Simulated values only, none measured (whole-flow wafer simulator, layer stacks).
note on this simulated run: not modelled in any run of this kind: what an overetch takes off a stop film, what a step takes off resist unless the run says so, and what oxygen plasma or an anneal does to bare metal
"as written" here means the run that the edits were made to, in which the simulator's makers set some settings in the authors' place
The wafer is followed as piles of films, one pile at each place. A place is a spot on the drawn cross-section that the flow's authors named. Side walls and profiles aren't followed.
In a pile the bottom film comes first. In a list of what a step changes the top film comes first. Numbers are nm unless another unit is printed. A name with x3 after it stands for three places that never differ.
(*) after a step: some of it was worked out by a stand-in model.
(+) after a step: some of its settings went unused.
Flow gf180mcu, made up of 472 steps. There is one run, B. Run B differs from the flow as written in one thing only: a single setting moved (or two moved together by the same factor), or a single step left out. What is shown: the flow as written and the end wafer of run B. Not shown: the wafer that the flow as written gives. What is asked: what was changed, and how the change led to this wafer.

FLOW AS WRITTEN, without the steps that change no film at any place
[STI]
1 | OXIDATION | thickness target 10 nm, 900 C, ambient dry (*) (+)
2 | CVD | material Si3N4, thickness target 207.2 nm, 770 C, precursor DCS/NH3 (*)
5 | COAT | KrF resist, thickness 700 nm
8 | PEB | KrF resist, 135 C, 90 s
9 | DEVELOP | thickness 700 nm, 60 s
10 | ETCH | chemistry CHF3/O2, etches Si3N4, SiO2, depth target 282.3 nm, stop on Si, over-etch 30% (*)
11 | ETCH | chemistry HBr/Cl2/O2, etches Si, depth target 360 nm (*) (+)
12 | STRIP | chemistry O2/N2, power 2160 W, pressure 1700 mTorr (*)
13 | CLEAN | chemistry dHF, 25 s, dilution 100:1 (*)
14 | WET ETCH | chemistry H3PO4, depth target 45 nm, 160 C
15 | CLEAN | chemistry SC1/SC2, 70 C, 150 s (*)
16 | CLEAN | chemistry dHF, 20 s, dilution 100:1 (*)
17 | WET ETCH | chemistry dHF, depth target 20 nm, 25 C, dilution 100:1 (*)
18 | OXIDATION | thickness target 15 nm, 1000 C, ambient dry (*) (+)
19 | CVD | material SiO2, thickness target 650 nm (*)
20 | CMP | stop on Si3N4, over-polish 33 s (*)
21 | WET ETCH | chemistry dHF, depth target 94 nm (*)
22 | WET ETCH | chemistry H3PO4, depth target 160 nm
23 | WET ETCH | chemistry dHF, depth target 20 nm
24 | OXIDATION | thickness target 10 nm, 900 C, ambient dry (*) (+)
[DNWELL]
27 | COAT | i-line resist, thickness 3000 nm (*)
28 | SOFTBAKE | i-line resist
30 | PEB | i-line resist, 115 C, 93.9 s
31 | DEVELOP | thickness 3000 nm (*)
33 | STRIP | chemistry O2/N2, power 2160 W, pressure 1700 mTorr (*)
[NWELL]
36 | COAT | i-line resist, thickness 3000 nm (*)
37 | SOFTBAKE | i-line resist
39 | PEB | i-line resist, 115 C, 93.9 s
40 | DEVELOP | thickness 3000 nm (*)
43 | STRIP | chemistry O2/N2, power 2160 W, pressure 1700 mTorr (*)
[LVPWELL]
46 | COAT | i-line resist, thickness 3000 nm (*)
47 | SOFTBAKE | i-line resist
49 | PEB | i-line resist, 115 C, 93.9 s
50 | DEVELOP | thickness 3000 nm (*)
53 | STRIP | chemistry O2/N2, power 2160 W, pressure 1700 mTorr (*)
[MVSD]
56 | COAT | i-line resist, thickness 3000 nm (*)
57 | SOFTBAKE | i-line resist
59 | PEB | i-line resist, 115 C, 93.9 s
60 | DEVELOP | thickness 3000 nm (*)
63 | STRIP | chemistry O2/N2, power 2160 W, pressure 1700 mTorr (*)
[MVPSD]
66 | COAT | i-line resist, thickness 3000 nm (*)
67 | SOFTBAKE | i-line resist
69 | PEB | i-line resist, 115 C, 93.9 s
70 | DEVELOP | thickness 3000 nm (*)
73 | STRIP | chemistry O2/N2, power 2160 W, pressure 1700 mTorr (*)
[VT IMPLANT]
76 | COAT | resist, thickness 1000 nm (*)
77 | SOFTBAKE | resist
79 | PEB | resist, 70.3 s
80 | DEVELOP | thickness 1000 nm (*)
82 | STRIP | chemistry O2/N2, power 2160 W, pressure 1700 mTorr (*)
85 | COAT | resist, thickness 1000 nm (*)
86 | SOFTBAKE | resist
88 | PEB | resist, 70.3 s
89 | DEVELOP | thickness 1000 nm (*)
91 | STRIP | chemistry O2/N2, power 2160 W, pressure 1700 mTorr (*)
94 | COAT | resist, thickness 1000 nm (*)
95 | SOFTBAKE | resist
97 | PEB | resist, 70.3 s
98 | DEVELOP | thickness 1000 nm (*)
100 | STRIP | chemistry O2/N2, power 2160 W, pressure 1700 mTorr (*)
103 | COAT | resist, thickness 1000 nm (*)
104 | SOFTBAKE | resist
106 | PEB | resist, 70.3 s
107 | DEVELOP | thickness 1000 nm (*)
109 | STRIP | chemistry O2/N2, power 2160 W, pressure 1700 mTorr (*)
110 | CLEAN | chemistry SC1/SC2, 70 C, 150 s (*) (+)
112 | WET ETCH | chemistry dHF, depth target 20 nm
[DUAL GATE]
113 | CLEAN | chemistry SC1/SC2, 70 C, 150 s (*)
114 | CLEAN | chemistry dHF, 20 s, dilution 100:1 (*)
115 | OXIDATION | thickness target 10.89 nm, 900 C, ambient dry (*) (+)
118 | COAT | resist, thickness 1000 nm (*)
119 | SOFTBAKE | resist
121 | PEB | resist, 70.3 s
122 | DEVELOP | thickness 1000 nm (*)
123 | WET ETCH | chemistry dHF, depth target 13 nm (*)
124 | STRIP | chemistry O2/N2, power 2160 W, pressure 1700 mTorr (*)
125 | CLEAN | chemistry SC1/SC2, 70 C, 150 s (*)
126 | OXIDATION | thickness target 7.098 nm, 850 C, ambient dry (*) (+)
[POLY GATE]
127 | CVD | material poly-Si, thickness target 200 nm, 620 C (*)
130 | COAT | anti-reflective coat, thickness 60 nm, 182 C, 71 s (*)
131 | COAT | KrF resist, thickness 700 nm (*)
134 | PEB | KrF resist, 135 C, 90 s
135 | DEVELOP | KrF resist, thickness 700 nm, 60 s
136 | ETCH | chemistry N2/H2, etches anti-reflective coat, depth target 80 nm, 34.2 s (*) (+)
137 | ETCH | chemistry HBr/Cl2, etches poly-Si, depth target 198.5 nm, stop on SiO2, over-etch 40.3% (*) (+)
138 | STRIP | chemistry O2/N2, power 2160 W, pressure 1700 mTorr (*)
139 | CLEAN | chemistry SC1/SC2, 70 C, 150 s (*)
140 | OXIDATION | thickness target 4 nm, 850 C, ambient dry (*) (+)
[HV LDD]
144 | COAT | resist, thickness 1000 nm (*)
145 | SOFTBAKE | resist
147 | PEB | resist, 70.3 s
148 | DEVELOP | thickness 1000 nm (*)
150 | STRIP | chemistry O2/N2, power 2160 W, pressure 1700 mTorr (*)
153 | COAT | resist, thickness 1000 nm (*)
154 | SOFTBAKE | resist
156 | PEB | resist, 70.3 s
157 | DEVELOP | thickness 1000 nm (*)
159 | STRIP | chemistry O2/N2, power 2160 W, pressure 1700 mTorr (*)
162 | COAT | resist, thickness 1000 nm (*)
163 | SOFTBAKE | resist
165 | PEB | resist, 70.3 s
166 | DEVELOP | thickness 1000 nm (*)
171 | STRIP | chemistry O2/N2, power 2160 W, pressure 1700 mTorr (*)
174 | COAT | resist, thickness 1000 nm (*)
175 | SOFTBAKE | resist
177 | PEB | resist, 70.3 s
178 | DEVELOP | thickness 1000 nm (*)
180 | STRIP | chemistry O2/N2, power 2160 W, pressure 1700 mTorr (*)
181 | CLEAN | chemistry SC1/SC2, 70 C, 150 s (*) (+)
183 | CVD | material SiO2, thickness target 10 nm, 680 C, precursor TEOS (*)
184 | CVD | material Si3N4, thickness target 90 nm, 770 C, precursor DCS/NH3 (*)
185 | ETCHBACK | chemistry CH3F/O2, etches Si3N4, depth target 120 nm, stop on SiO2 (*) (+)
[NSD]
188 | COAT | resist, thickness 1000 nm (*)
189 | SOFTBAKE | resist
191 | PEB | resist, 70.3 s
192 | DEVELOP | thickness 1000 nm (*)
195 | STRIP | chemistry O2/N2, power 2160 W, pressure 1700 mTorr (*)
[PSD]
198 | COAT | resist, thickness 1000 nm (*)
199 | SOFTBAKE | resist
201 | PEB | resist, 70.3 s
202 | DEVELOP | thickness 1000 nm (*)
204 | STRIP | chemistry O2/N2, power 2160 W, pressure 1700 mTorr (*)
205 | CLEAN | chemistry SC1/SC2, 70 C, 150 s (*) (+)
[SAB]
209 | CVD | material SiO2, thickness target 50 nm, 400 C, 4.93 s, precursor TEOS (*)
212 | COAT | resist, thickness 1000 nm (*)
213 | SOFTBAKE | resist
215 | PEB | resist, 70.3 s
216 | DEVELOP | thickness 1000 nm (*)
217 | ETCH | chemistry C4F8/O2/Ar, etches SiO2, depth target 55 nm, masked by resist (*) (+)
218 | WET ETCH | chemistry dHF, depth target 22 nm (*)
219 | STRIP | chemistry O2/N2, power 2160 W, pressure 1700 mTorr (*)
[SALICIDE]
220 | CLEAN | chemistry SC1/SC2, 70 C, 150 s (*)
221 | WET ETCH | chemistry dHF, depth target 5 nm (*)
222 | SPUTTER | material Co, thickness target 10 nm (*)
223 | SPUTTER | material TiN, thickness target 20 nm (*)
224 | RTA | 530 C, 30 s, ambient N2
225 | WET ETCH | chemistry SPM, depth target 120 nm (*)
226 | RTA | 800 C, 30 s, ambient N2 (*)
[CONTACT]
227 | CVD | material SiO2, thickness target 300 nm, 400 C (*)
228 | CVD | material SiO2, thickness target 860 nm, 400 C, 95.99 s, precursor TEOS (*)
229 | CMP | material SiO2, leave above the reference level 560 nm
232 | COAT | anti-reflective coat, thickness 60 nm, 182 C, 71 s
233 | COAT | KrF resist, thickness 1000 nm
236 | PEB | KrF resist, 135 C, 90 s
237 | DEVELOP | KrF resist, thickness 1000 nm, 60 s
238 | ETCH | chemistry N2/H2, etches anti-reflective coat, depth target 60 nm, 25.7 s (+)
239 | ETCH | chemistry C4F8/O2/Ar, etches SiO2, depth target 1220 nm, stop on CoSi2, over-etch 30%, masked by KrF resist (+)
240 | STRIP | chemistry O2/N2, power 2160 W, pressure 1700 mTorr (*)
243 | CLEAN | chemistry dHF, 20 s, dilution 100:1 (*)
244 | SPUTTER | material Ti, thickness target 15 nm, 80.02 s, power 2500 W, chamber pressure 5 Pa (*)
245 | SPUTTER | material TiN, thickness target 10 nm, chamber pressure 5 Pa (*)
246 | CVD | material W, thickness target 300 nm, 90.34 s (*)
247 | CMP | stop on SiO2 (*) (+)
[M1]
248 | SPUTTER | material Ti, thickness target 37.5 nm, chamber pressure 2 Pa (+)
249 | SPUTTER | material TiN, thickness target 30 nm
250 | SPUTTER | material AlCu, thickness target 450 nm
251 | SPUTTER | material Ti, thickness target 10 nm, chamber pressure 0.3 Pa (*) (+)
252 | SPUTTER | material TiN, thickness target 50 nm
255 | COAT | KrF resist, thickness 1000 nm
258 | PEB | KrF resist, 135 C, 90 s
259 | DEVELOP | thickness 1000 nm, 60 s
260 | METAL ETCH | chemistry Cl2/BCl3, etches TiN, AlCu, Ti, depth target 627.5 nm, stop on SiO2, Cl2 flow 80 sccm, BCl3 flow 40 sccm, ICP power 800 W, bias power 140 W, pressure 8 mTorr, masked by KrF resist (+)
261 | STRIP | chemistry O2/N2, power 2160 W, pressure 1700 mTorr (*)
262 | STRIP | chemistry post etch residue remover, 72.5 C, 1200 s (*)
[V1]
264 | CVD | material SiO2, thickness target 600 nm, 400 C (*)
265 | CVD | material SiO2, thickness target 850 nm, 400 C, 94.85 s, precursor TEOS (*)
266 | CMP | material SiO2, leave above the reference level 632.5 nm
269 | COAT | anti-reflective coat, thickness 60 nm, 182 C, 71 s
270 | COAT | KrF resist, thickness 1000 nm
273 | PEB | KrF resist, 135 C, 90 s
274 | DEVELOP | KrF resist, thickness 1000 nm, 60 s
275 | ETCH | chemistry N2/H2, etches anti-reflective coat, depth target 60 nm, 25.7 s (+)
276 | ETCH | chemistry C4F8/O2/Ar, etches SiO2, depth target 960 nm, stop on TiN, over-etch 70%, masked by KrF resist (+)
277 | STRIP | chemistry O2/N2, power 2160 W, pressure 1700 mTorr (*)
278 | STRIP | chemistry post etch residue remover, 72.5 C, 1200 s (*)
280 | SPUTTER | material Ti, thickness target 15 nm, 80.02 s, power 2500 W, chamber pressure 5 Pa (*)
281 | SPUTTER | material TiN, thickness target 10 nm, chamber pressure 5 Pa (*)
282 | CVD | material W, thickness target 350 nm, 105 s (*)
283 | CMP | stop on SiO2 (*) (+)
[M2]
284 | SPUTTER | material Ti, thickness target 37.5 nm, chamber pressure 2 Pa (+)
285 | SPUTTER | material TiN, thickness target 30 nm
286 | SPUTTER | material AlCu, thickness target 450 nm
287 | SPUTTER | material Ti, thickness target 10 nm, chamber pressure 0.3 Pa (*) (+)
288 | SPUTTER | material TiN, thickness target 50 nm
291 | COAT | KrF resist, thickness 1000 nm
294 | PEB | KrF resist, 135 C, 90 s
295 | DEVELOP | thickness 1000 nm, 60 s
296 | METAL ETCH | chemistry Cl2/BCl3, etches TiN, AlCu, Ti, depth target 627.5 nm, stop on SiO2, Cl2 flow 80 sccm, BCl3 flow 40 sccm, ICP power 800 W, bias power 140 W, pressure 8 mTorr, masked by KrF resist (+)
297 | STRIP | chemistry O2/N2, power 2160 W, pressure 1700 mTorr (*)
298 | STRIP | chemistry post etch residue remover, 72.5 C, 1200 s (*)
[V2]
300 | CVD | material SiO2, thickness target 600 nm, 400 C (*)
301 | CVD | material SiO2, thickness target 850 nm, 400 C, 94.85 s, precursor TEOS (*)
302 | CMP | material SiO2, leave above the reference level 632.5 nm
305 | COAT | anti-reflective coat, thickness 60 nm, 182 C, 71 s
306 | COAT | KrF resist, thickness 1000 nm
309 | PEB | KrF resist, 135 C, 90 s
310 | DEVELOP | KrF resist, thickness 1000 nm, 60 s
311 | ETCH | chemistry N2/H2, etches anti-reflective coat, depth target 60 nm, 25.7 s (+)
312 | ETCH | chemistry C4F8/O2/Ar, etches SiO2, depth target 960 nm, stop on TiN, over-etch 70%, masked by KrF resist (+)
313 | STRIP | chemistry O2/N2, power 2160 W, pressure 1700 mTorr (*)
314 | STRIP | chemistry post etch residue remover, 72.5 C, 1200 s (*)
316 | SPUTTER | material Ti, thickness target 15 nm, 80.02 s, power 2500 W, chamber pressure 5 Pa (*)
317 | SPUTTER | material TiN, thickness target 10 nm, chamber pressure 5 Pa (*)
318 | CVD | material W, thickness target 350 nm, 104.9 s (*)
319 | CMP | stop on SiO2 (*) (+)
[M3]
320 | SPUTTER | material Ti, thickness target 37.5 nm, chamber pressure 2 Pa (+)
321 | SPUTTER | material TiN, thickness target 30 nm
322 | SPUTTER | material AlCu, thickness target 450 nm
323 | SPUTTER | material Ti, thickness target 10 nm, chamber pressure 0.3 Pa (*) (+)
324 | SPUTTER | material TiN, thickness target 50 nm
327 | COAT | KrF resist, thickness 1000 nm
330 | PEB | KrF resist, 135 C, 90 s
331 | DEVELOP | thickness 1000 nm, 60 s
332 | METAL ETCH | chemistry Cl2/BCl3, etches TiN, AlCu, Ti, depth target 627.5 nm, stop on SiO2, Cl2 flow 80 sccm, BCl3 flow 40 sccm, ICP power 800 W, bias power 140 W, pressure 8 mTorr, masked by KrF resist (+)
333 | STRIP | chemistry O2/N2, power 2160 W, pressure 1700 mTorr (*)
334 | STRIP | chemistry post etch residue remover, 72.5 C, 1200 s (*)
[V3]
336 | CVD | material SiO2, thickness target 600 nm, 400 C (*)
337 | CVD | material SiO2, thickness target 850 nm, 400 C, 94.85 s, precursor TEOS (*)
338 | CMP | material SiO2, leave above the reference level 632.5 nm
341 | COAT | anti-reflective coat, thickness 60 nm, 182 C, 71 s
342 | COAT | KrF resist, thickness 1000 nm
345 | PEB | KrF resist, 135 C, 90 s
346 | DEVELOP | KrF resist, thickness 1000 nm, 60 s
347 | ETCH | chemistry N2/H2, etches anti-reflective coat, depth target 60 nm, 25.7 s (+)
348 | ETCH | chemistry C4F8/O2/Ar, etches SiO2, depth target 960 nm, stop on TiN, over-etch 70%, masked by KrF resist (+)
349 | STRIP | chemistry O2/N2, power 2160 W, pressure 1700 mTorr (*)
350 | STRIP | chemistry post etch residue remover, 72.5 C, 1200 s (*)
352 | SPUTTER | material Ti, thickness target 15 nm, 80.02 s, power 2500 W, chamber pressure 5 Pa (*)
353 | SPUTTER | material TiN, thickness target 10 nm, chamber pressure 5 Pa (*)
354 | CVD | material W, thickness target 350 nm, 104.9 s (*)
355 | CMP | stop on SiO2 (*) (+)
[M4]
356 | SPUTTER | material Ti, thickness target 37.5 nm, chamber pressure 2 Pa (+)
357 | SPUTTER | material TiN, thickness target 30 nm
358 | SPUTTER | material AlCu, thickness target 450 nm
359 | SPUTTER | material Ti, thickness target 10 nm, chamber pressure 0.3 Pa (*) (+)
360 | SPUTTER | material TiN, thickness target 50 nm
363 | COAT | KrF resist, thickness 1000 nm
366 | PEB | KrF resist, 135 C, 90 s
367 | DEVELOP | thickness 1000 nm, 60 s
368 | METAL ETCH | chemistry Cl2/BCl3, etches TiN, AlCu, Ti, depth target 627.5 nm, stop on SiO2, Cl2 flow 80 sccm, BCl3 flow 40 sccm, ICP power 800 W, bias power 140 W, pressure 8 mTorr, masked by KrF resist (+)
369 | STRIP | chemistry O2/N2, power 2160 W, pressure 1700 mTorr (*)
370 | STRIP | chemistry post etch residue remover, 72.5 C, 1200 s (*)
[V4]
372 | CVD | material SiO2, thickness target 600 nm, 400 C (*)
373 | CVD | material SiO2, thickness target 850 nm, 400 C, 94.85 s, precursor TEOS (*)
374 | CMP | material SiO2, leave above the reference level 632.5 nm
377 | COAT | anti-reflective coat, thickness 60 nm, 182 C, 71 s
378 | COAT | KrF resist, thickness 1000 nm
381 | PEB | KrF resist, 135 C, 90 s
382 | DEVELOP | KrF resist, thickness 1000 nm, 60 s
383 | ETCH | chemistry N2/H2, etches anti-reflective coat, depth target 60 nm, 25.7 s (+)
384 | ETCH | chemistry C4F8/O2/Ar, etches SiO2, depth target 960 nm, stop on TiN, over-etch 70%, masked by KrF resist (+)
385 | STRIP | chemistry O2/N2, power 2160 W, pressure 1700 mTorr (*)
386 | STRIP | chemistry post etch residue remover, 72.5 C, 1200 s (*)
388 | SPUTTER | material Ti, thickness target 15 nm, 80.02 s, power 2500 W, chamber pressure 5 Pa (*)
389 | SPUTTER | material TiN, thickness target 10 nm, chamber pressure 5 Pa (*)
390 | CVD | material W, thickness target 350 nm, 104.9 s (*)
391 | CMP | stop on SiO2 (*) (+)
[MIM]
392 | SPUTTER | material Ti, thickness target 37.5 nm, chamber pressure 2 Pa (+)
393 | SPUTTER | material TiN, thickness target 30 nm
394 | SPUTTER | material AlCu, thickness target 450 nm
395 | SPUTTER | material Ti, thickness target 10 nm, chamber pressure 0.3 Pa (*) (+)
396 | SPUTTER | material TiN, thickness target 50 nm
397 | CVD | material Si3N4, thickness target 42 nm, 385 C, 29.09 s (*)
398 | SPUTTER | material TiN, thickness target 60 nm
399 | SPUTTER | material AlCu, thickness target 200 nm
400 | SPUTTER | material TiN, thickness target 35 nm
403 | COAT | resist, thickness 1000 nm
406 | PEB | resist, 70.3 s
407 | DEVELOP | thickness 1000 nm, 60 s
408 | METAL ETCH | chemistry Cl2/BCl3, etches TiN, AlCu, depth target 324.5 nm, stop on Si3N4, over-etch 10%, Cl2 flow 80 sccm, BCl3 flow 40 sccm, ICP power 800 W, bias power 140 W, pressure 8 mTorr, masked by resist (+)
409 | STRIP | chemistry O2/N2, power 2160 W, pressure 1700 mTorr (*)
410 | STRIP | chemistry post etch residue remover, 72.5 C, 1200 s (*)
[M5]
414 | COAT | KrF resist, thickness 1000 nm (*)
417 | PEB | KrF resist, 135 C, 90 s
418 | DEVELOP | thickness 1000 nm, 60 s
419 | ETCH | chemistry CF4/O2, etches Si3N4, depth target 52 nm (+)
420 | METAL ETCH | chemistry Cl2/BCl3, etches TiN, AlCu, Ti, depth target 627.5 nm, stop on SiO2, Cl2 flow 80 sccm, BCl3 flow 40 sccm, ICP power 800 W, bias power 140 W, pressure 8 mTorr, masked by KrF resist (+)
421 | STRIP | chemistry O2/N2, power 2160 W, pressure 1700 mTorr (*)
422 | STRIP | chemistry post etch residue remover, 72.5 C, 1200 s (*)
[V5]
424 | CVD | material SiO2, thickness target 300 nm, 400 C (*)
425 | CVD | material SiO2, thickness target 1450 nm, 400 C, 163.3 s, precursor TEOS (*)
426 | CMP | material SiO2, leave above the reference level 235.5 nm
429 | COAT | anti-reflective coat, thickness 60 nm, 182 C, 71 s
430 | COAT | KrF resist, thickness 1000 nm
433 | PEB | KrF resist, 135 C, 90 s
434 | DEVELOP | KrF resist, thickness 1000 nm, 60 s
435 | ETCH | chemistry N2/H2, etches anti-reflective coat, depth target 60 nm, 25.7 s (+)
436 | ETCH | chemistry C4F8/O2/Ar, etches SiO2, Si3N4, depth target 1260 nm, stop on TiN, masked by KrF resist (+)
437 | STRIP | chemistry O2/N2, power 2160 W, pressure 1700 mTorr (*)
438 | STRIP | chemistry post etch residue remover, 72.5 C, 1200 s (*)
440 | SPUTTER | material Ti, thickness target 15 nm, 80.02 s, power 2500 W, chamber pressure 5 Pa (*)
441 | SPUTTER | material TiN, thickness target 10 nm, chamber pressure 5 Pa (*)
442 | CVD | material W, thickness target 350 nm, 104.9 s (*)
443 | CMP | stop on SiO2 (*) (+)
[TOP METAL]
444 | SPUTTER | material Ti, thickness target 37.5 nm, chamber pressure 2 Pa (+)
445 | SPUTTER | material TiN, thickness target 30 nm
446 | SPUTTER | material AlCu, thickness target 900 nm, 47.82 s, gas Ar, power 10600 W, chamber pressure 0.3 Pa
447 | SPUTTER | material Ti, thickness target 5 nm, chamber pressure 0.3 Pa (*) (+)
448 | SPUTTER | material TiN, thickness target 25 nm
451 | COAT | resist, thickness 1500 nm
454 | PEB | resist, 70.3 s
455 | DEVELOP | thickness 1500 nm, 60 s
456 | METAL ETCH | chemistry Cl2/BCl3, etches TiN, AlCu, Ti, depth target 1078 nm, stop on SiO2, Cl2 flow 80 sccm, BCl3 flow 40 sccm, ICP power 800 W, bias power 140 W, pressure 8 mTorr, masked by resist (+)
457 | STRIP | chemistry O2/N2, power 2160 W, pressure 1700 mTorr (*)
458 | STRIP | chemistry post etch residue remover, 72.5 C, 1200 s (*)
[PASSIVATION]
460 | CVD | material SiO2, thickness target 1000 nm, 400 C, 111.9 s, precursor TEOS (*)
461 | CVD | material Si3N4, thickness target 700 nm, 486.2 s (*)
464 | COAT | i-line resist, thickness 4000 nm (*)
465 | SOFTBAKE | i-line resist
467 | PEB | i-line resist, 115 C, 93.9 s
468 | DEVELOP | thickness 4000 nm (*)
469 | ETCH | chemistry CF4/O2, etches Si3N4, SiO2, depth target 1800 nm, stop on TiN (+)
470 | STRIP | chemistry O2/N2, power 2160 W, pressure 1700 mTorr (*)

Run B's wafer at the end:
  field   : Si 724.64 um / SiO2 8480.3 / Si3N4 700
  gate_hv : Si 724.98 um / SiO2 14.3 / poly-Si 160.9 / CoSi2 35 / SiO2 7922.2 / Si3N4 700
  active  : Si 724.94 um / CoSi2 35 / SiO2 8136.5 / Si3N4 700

The reason: step 266, CMP: leave above the reference level 885.5 nm was run, whereas the flow has leave above the reference level 632.5 nm.

Step by step, how the change led to this:
  266 | CMP | material SiO2, leave above the reference level 632.5 nm
      field, field__w1, field__w2 and 99 more: -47 SiO2 (it would be, as written: -300 SiO2)
      field__w8, contact, m1 and 6 more: -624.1 SiO2 (it would be, as written: -877.1 SiO2)
  276 | ETCH | chemistry C4F8/O2/Ar, etches SiO2, depth target 960 nm, stop on TiN, over-etch 70%, masked by KrF resist (+)
      contact: -825.5 SiO2 (all of it) (it would be, as written: -572.5 SiO2 (all of it))
  280 | SPUTTER | material Ti, thickness target 15 nm, 80.02 s, power 2500 W, chamber pressure 5 Pa (*)
      contact: +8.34 Ti (new film) (it would be, as written: +9.65 Ti (new film))
  281 | SPUTTER | material TiN, thickness target 10 nm, chamber pressure 5 Pa (*)
      contact: +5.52 TiN (new film) (it would be, as written: +6.4 TiN (new film))
  282 | CVD | material W, thickness target 350 nm, 105 s (*)
      contact: +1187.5 W (new film) (it would be, as written: +932.3 W (new film))
